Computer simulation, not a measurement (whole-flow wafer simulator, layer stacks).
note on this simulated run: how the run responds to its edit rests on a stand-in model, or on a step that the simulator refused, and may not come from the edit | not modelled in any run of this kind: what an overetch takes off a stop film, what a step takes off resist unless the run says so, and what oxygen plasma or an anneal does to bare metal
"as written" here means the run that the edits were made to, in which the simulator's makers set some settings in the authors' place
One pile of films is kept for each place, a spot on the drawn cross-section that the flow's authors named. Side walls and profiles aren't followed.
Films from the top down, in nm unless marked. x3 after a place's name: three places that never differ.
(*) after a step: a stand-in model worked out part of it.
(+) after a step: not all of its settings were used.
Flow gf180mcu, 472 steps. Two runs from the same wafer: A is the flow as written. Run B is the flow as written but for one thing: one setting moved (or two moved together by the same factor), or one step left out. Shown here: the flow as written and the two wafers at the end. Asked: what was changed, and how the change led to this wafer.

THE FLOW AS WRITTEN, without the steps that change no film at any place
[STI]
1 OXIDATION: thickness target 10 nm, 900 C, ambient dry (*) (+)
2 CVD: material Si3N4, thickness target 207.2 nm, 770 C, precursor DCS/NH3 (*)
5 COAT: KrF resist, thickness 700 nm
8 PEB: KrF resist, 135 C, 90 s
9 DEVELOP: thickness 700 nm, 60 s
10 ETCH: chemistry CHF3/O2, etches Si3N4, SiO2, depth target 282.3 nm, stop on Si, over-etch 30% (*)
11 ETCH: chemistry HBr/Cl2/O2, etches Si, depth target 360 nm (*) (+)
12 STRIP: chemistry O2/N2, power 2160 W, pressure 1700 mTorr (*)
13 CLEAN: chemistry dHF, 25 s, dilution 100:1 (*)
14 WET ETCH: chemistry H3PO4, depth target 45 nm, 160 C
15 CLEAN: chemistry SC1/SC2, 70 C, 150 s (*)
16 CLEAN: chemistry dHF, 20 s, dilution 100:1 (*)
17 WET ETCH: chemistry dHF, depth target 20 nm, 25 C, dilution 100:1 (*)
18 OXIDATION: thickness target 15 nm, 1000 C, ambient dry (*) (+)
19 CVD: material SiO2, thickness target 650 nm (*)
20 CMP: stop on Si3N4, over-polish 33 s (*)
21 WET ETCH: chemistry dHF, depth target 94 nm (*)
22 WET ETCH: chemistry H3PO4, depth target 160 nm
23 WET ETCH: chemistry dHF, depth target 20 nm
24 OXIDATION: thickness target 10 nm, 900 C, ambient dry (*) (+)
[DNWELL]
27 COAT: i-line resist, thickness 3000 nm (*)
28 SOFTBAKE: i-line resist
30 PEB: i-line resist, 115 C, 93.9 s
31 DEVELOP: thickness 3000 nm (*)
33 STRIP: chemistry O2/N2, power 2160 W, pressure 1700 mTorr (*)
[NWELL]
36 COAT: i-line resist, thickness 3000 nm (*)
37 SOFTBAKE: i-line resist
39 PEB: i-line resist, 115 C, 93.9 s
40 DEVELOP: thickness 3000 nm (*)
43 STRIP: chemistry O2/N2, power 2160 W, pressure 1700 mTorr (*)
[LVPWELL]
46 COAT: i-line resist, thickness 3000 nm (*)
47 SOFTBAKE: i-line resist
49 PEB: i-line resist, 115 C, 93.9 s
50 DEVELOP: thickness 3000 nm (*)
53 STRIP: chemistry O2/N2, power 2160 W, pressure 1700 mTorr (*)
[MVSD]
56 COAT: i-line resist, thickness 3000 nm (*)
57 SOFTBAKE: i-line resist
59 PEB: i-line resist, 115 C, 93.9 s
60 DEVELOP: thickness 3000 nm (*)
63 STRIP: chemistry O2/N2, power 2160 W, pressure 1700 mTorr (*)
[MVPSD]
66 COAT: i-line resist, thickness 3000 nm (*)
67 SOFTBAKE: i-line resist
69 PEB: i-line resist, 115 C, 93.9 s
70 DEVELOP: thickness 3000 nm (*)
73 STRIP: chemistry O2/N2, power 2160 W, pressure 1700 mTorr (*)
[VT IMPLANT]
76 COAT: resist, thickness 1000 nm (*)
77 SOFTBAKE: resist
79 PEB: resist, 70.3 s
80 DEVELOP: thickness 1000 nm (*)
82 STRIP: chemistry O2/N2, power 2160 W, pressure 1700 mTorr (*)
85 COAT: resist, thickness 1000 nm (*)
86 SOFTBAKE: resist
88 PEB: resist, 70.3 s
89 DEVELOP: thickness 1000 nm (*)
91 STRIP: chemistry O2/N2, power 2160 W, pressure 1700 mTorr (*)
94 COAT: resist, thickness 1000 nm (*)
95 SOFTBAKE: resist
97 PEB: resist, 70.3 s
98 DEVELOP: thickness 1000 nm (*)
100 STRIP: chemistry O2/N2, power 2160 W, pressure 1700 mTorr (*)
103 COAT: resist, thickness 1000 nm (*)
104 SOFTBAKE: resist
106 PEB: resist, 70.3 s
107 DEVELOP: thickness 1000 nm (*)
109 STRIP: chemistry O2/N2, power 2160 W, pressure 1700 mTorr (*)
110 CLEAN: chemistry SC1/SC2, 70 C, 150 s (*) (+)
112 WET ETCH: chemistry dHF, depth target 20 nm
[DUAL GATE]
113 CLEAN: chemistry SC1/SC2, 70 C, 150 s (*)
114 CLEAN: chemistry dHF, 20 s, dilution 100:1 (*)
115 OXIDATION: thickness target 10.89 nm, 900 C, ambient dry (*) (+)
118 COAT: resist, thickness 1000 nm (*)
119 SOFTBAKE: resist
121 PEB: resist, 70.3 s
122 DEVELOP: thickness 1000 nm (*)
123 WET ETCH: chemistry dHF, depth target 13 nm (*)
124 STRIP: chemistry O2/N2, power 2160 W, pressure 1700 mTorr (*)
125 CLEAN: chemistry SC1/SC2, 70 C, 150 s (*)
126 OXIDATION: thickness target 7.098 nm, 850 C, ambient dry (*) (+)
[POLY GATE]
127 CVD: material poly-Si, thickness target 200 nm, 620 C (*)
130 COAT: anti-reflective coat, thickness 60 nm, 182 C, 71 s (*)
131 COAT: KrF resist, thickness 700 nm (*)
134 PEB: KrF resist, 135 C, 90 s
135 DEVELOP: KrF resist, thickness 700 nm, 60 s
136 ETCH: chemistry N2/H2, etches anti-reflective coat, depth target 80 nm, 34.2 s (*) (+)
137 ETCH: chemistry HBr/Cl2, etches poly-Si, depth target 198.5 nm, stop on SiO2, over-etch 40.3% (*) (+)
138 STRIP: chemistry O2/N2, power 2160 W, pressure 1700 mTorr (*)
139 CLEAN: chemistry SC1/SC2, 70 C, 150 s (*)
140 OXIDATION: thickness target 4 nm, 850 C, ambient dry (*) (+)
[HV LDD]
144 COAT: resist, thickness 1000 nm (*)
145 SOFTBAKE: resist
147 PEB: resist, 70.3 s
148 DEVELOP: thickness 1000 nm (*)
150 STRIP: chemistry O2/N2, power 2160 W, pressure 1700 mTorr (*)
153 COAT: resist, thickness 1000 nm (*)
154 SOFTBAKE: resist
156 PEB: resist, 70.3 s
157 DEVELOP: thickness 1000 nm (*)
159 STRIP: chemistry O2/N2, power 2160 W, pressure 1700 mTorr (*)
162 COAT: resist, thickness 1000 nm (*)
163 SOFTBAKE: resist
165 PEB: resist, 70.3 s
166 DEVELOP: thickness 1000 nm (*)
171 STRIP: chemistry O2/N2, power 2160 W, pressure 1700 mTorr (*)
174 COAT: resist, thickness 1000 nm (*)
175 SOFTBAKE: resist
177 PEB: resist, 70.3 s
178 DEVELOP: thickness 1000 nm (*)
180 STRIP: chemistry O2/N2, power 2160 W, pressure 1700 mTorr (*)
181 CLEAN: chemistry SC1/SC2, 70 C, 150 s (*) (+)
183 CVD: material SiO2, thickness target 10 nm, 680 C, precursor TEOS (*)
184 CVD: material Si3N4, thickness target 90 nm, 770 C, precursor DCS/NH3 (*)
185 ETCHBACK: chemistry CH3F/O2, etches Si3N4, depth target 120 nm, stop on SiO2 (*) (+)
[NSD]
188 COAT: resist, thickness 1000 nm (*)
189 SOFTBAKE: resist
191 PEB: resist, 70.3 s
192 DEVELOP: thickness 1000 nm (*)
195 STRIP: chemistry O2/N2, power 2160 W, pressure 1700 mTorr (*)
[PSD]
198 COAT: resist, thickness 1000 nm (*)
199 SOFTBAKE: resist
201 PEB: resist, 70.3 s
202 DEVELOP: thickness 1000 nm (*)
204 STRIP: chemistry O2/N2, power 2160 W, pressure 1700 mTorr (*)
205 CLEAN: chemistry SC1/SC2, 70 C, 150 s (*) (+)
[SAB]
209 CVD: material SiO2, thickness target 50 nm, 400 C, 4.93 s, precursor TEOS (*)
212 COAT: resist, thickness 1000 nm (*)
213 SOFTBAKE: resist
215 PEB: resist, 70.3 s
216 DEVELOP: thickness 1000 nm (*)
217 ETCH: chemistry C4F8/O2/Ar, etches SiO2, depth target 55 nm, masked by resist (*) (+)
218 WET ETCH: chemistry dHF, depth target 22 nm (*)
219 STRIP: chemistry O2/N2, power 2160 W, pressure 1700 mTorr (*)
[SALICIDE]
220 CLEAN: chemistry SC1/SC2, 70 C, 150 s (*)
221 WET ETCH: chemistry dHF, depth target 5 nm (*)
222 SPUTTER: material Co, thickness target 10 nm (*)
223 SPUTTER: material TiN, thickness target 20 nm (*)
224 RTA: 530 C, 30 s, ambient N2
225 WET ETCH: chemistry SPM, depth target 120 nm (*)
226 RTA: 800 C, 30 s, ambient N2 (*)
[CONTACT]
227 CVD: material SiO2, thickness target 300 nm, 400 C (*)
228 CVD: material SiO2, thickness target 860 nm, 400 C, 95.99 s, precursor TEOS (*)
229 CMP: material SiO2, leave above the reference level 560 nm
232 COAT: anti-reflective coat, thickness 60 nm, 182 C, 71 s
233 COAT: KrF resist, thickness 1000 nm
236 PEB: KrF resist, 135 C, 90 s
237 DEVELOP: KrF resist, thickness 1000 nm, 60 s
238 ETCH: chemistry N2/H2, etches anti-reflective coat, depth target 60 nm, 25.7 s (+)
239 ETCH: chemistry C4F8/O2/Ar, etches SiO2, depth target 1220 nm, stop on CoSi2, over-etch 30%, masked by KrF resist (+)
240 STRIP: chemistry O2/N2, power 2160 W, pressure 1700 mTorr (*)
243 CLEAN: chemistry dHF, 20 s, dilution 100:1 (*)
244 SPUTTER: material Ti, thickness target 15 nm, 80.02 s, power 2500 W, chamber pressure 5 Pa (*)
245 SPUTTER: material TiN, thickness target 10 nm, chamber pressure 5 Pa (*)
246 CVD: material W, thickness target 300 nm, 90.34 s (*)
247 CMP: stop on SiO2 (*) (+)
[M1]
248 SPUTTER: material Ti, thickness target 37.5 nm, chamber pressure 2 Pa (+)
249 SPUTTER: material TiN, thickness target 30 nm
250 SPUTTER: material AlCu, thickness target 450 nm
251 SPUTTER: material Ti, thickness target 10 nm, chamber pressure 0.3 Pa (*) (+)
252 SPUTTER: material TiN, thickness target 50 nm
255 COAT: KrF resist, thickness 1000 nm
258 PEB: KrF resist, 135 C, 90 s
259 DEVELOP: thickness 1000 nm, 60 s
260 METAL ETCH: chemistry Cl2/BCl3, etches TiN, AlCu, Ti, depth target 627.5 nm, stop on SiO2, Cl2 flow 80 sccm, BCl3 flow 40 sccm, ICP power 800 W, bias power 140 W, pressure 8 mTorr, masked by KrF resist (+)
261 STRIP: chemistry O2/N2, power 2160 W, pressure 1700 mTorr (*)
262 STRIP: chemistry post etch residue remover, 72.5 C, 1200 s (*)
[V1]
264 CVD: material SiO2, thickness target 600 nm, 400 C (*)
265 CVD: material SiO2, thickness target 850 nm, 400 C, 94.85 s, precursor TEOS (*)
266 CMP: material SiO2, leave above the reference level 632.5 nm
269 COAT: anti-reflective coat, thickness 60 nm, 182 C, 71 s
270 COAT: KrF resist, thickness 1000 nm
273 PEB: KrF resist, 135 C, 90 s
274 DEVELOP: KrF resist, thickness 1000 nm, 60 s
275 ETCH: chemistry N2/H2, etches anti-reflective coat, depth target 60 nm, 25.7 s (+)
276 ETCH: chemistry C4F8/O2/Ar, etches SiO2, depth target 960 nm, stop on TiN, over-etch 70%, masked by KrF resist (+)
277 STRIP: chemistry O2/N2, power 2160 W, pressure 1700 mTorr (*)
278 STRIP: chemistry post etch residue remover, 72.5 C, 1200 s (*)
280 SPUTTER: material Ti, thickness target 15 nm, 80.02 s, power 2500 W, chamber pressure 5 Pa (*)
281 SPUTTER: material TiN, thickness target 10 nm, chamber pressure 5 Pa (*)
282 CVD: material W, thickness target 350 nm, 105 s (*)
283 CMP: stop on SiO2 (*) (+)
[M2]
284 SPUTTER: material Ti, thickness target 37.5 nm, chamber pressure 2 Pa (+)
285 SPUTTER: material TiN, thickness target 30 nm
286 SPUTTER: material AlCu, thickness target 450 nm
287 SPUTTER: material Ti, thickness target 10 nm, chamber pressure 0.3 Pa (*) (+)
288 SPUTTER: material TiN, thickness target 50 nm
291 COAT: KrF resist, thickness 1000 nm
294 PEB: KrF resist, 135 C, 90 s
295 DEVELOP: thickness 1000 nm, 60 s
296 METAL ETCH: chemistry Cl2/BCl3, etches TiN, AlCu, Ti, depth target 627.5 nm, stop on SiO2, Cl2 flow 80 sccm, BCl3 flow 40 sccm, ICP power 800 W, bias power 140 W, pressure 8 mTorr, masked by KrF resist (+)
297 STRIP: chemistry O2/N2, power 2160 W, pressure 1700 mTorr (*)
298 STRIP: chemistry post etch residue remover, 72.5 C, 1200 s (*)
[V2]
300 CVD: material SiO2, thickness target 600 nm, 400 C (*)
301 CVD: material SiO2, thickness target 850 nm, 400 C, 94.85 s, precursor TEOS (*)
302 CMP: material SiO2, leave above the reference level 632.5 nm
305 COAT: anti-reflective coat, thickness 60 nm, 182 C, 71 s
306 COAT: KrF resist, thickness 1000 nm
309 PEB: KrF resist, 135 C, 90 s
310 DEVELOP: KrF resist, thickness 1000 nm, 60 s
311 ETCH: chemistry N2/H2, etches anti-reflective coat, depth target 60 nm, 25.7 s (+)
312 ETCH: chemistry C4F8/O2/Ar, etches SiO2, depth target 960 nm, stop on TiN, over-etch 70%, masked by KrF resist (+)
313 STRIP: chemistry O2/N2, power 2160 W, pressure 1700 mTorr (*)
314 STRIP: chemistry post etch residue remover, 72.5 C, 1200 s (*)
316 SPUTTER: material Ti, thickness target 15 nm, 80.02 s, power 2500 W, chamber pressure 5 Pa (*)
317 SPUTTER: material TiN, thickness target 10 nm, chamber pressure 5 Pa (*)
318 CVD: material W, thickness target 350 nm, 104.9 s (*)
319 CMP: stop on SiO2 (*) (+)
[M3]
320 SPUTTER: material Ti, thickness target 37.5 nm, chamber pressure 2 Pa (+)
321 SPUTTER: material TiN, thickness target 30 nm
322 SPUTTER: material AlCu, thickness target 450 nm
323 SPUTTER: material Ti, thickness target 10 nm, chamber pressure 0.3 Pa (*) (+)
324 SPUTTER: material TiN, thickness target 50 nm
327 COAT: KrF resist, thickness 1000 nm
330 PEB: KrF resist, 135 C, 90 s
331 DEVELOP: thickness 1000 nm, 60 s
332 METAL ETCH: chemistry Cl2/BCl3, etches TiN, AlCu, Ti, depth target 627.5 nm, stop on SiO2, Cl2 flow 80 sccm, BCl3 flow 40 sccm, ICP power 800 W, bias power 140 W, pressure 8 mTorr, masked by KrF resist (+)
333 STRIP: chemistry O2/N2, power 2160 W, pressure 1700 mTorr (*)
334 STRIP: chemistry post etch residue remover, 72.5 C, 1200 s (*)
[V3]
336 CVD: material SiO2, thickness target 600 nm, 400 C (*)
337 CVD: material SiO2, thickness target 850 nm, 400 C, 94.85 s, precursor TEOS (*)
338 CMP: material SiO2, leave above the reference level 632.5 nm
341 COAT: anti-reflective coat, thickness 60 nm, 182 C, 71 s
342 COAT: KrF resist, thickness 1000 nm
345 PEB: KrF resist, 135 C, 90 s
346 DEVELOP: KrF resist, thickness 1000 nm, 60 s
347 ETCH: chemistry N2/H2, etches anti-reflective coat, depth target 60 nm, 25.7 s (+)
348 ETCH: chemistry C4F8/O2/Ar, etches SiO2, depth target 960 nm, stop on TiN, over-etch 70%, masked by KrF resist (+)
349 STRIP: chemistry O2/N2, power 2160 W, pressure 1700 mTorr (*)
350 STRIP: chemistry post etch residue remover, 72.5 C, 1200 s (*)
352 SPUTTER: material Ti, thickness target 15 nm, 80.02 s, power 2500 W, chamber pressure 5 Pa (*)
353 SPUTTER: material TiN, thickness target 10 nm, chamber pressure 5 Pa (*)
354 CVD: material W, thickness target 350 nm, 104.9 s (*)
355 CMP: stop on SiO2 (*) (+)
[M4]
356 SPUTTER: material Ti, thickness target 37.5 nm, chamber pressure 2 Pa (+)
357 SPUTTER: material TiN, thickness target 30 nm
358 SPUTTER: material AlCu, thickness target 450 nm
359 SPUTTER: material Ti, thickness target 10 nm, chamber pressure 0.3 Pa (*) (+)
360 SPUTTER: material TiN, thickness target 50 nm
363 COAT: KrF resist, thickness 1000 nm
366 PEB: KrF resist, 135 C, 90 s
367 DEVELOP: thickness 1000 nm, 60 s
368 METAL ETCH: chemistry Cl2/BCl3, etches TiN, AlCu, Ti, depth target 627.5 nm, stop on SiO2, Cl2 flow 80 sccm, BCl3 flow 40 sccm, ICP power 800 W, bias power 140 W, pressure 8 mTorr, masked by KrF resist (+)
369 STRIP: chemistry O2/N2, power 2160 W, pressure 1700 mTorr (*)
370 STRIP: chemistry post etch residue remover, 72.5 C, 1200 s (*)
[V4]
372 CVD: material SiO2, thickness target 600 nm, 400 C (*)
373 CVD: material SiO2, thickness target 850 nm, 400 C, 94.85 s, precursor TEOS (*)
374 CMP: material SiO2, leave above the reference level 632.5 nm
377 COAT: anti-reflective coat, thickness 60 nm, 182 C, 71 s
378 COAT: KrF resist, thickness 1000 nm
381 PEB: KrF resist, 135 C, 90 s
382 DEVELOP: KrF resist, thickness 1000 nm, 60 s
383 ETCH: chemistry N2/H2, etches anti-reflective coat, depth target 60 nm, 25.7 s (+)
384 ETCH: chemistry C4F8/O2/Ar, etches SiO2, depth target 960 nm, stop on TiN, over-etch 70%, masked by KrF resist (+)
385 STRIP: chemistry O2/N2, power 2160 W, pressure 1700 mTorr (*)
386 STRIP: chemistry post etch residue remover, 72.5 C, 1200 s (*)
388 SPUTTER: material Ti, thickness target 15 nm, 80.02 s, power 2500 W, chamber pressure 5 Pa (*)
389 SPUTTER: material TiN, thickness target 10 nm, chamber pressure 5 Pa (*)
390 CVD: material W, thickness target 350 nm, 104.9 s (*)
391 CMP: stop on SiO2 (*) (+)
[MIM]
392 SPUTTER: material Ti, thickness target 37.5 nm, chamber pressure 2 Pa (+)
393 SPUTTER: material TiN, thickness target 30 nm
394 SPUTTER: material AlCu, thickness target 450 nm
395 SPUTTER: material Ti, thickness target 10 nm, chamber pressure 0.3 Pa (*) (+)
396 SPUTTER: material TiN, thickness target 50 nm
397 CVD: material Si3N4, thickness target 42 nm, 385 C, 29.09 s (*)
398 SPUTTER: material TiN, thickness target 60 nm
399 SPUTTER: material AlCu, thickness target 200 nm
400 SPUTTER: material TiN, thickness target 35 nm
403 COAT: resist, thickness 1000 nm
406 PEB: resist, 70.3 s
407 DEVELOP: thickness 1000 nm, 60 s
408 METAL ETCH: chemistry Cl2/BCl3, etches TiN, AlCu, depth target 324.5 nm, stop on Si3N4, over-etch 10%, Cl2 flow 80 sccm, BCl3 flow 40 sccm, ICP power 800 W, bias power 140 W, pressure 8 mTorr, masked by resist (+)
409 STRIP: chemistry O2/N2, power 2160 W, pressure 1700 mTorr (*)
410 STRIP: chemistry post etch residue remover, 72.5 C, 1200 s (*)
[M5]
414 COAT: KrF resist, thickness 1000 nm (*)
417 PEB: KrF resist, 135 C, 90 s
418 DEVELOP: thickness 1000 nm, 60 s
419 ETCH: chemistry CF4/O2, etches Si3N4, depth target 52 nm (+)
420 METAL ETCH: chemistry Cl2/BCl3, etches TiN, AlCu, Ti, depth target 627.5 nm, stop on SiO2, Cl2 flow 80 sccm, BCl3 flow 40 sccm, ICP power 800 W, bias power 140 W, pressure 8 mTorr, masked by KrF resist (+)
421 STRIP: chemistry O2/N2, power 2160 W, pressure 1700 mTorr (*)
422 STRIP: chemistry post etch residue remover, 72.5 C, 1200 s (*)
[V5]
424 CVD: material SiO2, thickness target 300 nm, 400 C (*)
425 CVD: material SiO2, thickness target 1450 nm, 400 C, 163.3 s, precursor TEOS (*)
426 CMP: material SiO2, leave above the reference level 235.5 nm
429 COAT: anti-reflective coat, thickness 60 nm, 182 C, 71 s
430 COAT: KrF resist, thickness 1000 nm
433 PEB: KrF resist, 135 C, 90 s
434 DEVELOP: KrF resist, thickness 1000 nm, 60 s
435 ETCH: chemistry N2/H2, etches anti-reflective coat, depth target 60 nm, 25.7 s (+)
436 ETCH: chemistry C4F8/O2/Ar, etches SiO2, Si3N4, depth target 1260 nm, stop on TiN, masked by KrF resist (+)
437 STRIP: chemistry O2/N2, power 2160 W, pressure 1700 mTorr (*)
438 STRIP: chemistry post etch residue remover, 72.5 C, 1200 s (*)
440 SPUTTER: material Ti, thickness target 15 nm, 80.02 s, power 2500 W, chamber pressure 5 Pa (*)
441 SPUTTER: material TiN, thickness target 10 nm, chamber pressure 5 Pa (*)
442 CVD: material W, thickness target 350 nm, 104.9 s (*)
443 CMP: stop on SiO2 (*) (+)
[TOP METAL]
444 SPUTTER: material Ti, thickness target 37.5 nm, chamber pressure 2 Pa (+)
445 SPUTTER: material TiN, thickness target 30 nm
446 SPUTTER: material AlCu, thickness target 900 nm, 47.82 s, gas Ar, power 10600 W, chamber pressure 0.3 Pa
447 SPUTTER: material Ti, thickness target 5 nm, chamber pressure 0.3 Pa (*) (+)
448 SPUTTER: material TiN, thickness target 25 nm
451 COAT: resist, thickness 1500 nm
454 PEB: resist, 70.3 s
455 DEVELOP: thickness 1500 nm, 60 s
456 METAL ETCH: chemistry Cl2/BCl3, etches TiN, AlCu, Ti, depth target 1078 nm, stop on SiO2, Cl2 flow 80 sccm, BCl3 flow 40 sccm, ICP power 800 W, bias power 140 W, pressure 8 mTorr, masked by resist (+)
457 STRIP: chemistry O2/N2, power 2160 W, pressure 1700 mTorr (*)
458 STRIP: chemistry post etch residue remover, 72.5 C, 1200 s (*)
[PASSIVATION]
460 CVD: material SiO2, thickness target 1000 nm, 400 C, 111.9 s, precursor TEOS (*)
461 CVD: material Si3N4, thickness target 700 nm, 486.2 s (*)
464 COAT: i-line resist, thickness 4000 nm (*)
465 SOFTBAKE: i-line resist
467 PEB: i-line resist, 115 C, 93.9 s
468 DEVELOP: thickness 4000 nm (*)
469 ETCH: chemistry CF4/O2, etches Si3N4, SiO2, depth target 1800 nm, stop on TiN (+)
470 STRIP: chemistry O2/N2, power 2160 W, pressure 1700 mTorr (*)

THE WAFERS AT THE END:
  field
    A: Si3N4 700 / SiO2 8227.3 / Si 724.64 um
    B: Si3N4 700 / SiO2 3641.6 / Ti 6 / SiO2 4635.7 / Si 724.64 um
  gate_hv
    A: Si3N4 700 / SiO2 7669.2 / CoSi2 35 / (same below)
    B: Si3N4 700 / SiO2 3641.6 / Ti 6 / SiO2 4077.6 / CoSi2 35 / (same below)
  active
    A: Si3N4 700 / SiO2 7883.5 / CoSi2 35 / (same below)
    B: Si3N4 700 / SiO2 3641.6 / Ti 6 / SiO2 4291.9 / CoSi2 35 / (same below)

The cause: step 358, SPUTTER: thickness target 506 nm was run, where the flow has thickness target 450 nm.

How the change led to this, step by step:
  358 SPUTTER: material AlCu, thickness target 450 nm
      field, field__w1, field__w2 and 108 more: A AlCu +450 (new film) | B AlCu +506 (new film)
  368 METAL ETCH: chemistry Cl2/BCl3, etches TiN, AlCu, Ti, depth target 627.5 nm, stop on SiO2, Cl2 flow 80 sccm, BCl3 flow 40 sccm, ICP power 800 W, bias power 140 W, pressure 8 mTorr, masked by KrF resist (+)
      field, field__w1, field__w2 and 103 more: A TiN -50 (all of it), Ti -10 (all of it), AlCu -450 (all of it), TiN -30 (all of it), Ti -37.5 (all of it) | B TiN -50 (all of it), Ti -10 (all of it), AlCu -506 (all of it), TiN -30 (all of it), Ti -31.5
  372 CVD: material SiO2, thickness target 600 nm, 400 C (*)
      field, field__w1, field__w2 and 103 more: A SiO2 +600 | B SiO2 +600 (new film)
  374 CMP: material SiO2, leave above the reference level 632.5 nm
      field, field__w1, field__w2 and 103 more: A SiO2 -300 | B SiO2 -250
Counting metal films that touch as one body, field has 1 body; the flow as written gives 0 bodies.
Counting metal films that touch as one body, gate_hv has 2 bodies (between them, from the top down: SiO2 4077.6); the flow as written gives 1 body.
Counting metal films that touch as one body, active has 2 bodies (between them, from the top down: SiO2 4291.9); the flow as written gives 1 body.
